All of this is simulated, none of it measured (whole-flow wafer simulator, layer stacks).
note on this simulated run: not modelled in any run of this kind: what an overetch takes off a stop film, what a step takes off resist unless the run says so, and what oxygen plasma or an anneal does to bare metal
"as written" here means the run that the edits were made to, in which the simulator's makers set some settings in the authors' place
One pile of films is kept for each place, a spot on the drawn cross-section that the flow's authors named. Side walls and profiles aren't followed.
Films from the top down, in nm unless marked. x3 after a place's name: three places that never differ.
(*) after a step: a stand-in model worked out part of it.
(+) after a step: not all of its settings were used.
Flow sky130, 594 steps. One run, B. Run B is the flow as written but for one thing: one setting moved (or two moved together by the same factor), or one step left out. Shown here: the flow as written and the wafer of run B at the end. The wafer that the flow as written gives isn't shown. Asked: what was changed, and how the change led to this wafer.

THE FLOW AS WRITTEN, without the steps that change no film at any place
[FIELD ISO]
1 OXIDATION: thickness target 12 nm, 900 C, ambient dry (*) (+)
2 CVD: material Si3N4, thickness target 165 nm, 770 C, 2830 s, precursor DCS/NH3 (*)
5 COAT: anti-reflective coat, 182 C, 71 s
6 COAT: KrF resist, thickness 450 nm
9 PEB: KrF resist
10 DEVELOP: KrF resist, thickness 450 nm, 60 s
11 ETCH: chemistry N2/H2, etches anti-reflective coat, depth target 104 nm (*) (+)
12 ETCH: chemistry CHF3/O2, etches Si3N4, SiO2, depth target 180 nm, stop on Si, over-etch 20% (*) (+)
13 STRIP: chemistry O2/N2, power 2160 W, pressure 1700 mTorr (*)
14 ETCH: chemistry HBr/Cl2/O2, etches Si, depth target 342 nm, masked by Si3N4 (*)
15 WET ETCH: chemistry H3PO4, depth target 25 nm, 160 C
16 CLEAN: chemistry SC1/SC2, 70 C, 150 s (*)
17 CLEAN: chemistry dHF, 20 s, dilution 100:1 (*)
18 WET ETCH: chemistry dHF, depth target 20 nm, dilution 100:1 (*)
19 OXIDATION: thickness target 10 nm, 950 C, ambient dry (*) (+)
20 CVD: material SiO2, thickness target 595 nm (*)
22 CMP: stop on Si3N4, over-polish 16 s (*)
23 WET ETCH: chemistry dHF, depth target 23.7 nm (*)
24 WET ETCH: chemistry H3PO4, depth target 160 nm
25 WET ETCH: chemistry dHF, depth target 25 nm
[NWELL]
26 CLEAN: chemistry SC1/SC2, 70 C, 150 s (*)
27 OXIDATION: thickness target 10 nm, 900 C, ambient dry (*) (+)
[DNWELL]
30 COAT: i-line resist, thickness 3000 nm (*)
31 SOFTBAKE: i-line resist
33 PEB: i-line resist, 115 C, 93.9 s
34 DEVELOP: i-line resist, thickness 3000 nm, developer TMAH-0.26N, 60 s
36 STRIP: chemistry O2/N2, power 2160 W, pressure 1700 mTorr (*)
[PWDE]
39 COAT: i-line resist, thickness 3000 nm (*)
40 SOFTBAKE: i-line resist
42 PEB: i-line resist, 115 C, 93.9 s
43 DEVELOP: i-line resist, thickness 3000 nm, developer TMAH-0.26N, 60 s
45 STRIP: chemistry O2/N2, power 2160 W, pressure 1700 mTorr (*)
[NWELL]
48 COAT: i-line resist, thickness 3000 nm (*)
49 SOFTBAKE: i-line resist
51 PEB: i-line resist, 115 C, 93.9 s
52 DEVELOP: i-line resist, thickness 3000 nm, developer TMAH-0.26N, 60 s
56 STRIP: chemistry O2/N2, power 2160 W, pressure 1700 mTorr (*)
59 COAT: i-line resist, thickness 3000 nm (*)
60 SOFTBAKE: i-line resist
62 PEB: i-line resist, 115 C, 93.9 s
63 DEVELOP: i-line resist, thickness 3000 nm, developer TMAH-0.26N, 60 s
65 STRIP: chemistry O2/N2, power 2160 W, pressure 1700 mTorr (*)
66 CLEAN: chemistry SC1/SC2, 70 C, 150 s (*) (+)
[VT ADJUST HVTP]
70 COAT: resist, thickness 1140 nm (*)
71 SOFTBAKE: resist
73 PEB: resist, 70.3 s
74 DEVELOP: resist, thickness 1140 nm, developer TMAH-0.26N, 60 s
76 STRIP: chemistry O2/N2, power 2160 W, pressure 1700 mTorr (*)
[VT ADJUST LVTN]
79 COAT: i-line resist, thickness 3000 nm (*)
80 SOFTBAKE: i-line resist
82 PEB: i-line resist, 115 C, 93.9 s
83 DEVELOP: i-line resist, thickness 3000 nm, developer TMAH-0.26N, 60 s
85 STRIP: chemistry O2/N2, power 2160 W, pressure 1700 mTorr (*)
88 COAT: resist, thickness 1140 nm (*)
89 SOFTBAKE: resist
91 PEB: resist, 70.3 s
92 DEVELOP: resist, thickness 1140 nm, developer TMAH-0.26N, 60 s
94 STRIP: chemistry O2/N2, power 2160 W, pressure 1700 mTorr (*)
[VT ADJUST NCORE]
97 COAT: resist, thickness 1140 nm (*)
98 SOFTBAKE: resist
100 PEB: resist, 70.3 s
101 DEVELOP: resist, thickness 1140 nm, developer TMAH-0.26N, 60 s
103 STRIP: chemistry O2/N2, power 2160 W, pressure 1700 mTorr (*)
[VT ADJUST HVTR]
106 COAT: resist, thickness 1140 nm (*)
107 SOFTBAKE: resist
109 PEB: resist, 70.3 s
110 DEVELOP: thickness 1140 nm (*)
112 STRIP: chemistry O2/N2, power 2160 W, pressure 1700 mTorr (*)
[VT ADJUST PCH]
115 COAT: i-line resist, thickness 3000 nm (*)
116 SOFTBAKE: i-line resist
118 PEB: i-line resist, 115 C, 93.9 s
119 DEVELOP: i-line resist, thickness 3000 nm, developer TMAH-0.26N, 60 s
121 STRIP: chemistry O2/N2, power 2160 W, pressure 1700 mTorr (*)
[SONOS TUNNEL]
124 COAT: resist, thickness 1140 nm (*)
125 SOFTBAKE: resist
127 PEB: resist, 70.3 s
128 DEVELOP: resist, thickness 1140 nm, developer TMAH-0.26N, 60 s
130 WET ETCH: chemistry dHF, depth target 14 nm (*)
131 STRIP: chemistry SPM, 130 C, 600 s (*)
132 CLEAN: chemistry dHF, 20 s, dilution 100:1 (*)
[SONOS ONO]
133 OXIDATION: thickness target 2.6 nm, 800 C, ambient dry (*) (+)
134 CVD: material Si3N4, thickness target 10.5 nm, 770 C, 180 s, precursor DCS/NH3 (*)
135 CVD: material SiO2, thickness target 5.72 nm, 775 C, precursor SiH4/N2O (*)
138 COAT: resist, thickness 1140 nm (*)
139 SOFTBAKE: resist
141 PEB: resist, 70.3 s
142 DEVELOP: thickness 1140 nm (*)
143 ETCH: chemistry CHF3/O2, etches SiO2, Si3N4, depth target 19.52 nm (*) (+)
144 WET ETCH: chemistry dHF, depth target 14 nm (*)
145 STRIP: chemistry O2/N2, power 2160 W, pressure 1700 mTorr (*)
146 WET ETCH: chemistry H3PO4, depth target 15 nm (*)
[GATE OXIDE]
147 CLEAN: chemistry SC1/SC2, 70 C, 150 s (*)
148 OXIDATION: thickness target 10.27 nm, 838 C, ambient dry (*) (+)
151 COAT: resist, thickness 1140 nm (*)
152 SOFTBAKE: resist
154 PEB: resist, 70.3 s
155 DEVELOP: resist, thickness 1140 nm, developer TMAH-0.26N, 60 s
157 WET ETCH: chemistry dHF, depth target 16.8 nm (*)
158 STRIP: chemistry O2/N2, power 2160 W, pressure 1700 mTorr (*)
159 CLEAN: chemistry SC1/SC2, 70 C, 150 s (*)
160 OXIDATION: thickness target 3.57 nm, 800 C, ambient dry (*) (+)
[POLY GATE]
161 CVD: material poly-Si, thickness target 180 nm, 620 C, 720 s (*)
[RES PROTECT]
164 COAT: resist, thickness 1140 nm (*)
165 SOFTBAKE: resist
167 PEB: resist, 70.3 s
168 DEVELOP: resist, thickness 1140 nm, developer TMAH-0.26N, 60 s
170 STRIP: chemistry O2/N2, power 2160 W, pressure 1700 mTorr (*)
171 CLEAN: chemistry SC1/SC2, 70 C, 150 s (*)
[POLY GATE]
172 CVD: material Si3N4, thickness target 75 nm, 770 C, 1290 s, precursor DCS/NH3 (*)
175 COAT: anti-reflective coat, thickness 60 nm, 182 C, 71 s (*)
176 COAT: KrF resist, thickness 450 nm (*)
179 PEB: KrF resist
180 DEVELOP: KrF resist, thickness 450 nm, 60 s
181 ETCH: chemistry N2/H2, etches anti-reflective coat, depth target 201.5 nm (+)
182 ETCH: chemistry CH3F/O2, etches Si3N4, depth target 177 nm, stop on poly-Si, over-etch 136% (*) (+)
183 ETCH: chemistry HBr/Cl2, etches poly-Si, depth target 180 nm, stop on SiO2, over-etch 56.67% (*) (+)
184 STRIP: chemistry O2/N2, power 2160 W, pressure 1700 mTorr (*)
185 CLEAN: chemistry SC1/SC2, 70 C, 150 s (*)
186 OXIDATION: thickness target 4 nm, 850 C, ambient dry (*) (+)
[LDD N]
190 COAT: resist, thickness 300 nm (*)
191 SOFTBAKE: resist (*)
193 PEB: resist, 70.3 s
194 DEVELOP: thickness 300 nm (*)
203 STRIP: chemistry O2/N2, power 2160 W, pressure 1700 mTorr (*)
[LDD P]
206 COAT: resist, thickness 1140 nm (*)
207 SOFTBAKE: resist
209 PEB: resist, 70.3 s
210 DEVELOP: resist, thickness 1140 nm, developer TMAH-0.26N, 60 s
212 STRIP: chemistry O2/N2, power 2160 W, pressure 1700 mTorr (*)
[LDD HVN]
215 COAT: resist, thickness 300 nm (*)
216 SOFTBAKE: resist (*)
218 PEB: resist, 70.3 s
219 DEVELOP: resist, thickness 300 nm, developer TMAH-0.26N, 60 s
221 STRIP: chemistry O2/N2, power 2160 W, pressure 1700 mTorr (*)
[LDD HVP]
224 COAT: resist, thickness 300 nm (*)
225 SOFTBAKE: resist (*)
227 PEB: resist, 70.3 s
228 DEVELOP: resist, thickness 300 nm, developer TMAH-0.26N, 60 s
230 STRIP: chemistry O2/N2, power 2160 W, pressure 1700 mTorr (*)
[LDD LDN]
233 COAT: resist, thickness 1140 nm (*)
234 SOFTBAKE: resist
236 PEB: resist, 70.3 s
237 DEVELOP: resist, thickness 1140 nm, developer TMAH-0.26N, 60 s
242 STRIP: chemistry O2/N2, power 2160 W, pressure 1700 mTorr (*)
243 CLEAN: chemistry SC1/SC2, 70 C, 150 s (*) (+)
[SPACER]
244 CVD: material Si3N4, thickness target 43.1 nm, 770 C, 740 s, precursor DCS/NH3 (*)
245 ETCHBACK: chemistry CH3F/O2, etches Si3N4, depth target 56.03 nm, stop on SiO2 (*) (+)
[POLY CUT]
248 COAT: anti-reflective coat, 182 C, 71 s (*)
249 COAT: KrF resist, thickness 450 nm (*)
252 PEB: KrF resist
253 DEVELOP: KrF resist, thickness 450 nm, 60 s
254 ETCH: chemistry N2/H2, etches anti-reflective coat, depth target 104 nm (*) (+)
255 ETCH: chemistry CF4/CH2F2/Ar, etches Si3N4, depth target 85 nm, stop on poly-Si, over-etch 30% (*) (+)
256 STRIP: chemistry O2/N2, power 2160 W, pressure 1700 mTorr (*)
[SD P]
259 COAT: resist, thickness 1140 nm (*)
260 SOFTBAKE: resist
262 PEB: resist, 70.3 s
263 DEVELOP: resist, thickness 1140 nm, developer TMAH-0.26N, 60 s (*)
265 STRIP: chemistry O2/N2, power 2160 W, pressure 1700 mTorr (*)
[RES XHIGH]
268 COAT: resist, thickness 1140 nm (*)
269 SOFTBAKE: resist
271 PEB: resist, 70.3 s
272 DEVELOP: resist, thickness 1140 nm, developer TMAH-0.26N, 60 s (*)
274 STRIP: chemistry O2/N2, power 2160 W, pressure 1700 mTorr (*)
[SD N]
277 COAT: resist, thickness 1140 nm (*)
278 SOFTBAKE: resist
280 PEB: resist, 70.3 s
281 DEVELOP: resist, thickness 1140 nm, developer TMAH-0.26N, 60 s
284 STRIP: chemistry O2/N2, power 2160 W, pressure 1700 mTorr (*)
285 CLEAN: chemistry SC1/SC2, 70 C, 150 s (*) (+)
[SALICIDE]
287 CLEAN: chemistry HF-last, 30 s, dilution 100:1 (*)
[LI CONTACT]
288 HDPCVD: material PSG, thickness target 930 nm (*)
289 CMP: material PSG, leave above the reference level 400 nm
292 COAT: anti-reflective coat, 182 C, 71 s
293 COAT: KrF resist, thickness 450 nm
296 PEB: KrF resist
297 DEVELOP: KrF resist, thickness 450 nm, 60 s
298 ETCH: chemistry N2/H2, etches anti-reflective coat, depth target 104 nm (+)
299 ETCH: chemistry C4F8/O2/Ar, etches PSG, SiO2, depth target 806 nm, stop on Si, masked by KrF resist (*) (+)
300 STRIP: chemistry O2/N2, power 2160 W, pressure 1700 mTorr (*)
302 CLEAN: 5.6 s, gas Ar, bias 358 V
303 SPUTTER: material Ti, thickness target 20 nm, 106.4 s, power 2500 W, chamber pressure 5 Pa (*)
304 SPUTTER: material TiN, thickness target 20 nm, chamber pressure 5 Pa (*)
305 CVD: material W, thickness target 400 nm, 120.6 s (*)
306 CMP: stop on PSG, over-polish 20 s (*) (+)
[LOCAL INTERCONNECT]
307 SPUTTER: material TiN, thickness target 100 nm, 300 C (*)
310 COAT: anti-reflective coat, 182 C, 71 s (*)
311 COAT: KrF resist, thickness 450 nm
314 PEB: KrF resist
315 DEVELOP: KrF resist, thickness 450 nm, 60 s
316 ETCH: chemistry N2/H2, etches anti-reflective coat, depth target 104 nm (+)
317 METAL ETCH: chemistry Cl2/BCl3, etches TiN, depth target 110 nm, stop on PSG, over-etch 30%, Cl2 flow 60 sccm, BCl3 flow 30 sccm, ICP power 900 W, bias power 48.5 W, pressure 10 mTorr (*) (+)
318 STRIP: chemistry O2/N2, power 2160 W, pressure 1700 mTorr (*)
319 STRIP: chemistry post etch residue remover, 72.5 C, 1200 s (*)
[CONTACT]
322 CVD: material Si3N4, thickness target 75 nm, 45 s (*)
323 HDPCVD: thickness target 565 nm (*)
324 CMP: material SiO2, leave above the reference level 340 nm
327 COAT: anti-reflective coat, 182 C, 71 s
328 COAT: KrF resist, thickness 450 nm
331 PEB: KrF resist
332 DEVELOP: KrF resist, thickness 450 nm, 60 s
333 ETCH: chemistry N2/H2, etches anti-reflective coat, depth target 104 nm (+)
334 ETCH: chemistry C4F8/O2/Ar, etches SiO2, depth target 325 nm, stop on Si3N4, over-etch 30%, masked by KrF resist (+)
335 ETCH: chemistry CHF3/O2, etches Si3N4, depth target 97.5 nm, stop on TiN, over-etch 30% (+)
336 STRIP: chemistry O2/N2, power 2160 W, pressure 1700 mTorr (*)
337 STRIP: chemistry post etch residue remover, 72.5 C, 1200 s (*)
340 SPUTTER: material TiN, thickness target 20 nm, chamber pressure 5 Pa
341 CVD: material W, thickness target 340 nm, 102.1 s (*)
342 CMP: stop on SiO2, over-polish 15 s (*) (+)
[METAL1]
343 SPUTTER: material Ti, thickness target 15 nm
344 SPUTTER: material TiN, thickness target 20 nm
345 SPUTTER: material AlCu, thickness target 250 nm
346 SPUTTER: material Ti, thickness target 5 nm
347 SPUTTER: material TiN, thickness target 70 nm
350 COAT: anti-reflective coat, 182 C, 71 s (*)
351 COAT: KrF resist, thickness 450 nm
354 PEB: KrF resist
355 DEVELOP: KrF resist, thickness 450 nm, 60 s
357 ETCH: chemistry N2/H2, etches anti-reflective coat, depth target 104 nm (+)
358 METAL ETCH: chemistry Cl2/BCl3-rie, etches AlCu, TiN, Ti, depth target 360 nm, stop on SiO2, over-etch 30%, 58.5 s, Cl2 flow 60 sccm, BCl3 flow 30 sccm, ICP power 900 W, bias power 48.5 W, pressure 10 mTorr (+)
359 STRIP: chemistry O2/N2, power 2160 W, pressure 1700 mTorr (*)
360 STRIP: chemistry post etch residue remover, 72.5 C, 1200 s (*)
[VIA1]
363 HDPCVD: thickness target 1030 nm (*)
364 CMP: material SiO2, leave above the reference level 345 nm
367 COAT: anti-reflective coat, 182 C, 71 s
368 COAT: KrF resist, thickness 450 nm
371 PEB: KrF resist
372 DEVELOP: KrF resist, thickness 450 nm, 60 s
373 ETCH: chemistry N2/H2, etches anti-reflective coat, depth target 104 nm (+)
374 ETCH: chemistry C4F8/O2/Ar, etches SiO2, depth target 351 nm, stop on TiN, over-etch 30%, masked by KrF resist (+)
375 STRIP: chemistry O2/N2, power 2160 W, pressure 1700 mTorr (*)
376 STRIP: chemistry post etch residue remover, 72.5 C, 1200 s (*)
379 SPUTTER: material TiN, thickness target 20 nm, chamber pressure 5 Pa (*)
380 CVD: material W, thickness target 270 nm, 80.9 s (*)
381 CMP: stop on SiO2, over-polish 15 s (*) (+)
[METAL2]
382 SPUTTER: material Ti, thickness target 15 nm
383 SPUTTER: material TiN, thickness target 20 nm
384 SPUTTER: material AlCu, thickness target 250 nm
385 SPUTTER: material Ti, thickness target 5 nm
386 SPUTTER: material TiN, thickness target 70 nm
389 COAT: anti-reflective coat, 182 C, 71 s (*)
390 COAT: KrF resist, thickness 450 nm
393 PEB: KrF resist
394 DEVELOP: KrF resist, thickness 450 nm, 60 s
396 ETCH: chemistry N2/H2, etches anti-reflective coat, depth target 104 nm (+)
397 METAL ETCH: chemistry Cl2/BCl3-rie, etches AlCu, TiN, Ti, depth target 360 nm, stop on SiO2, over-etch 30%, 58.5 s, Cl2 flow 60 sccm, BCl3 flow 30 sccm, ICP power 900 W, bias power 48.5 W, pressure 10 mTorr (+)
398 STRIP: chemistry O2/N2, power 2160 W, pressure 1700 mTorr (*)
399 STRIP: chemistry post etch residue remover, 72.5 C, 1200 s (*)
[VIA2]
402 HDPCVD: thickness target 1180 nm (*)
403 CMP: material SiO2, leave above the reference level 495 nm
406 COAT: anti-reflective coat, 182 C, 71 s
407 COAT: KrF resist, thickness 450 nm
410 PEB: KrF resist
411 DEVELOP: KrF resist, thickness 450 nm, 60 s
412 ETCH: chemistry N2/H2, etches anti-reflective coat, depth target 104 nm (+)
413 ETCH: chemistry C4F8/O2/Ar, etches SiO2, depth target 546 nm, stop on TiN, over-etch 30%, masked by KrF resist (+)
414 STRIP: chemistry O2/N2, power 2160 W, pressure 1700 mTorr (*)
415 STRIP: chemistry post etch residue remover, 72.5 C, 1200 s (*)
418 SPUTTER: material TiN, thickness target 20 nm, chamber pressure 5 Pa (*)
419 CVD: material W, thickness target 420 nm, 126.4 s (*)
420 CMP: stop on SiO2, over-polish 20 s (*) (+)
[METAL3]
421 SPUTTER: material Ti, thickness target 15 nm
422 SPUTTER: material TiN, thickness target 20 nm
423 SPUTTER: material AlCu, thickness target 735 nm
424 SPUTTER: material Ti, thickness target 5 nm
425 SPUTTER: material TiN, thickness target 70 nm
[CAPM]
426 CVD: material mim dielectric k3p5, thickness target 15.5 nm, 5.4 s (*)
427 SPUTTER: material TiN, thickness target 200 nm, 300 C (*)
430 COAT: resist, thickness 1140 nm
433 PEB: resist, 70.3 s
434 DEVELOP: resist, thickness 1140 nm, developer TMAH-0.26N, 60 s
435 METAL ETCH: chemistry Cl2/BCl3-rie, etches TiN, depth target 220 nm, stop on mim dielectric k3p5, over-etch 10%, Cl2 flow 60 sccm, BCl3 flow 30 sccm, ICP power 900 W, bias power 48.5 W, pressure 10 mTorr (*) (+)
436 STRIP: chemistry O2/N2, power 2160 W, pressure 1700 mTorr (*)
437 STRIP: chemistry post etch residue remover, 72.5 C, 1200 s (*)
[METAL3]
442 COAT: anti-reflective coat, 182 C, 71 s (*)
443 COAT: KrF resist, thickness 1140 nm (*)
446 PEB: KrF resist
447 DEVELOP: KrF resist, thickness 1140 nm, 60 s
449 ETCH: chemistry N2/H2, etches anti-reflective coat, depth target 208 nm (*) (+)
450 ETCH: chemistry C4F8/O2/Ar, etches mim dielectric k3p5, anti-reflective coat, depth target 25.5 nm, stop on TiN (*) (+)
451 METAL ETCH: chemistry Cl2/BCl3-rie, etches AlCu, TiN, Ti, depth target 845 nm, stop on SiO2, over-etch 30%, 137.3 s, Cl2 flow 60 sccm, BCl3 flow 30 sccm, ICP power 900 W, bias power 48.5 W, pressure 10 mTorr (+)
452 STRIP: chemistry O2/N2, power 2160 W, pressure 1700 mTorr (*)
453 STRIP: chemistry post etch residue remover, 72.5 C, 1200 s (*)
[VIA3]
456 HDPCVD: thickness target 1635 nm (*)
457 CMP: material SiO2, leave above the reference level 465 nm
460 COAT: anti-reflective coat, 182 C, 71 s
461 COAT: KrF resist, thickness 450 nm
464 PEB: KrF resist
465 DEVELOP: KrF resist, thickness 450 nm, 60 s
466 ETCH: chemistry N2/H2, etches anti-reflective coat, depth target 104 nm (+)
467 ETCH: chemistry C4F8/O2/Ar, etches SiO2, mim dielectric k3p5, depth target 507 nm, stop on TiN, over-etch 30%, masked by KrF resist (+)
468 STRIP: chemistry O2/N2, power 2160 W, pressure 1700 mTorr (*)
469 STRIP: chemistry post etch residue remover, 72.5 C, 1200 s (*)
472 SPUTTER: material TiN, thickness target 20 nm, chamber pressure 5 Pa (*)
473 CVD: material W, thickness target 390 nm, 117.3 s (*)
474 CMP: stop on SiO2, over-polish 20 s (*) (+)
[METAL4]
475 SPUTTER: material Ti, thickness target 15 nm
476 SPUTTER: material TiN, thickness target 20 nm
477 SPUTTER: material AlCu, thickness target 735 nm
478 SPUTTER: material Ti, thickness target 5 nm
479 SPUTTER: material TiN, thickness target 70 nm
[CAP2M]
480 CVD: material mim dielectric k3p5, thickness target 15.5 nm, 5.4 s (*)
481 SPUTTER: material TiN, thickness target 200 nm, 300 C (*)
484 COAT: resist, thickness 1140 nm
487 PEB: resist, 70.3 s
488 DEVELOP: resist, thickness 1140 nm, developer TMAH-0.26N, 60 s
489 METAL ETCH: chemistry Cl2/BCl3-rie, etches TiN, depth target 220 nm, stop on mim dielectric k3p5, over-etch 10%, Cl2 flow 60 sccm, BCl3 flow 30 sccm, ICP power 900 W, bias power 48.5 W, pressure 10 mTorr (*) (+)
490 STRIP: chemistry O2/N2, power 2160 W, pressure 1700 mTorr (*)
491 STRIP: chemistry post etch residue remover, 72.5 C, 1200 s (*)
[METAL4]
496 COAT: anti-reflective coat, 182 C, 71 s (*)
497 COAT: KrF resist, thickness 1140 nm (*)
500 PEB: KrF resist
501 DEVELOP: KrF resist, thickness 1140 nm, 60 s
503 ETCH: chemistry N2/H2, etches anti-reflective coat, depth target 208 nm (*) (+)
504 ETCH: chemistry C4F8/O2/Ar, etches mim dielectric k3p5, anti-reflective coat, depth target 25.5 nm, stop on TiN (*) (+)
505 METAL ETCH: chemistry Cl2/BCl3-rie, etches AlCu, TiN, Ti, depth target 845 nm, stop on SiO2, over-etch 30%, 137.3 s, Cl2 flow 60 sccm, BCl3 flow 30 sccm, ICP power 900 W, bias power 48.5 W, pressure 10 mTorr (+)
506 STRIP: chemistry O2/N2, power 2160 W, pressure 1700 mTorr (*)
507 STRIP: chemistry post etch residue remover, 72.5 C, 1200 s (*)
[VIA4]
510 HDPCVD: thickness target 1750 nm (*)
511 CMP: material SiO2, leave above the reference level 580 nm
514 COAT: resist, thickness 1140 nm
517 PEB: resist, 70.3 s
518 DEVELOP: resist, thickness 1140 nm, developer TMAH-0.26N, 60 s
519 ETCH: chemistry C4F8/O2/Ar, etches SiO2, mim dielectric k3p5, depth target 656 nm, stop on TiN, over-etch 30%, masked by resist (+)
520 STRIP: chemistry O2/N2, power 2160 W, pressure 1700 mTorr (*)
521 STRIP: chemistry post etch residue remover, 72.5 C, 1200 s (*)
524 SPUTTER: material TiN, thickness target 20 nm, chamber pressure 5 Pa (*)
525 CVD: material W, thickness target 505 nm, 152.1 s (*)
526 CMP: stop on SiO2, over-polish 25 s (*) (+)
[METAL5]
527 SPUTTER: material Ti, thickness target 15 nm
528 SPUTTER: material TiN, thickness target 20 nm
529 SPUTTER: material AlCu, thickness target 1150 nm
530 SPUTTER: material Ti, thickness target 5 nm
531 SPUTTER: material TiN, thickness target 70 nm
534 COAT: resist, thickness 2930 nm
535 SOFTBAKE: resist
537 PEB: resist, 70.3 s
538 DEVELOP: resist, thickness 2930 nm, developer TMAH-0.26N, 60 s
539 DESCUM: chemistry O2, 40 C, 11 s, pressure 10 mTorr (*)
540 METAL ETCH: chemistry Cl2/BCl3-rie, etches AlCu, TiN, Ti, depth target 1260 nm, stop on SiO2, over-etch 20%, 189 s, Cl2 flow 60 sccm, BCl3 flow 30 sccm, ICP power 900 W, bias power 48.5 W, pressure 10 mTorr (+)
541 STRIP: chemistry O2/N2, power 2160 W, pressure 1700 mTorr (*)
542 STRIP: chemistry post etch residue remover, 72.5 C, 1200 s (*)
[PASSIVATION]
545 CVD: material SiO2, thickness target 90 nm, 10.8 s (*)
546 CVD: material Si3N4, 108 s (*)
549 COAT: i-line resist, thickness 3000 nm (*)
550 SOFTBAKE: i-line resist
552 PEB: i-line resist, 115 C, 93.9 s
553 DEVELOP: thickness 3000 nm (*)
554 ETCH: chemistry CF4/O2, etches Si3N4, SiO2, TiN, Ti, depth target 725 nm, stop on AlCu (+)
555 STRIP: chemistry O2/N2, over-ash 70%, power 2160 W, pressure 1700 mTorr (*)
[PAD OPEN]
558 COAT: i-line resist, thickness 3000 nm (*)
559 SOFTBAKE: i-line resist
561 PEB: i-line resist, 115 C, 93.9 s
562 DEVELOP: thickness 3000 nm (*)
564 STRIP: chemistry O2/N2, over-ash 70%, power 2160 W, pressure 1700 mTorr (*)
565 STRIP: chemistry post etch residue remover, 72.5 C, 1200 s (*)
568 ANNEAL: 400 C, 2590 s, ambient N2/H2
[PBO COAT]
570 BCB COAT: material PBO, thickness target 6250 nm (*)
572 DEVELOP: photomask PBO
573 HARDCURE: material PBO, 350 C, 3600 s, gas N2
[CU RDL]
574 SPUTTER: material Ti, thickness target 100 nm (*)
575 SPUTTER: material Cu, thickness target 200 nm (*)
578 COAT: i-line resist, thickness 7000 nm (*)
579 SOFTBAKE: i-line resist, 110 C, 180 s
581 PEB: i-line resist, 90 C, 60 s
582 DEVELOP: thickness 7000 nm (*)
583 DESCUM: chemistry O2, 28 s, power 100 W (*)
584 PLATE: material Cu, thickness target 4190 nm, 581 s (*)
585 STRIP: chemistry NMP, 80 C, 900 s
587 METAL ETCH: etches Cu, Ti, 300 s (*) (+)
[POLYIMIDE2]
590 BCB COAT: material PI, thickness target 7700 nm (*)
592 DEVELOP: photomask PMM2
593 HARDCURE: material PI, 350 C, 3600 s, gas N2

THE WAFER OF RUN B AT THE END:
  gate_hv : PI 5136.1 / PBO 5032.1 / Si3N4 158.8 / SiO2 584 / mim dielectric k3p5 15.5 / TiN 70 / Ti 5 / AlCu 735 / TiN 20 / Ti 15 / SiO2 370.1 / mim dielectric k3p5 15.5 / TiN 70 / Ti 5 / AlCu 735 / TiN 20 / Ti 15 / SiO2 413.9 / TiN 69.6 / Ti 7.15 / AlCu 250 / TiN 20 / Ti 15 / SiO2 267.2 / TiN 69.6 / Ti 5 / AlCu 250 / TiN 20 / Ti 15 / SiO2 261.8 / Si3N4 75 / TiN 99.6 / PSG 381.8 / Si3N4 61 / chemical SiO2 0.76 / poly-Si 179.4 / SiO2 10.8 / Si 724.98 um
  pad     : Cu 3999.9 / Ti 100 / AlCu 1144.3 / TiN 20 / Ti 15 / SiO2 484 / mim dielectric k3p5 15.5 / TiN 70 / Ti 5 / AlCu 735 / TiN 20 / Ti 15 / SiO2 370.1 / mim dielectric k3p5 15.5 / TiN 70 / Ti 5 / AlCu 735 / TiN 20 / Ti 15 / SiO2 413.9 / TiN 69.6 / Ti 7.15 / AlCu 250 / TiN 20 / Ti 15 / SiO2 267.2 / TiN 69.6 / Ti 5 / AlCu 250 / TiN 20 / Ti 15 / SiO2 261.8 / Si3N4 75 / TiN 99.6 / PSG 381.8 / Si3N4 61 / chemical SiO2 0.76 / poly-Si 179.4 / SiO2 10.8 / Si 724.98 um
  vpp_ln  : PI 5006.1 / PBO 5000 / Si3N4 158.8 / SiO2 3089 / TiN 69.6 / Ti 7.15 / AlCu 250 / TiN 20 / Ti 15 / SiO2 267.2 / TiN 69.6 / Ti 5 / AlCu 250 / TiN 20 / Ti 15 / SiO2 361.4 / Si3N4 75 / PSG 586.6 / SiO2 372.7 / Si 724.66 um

The cause: step 385, SPUTTER: thickness target 7.15 nm was run, where the flow has thickness target 5 nm.
It can be read off the wafer: gate_hv has Ti 7.15, and step 385 as written asks for 5 nm.

How the change led to this, step by step:
  385 SPUTTER: material Ti, thickness target 5 nm
      field, active, n_well and 188 more: Ti +7.15 (new film) (as written it would be: Ti +5 (new film))
  397 METAL ETCH: chemistry Cl2/BCl3-rie, etches AlCu, TiN, Ti, depth target 360 nm, stop on SiO2, over-etch 30%, 58.5 s, Cl2 flow 60 sccm, BCl3 flow 30 sccm, ICP power 900 W, bias power 48.5 W, pressure 10 mTorr (+)
      field, active, gate and 82 more: TiN -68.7 (all of it), Ti -7.15 (all of it), AlCu -250 (all of it), TiN -20 (all of it), Ti -15 (all of it), SiO2 -10.7 (as written it would be: TiN -68.7 (all of it), Ti -5 (all of it), AlCu -250 (all of it), TiN -20 (all of it), Ti -15 (all of it), SiO2 -10.9)
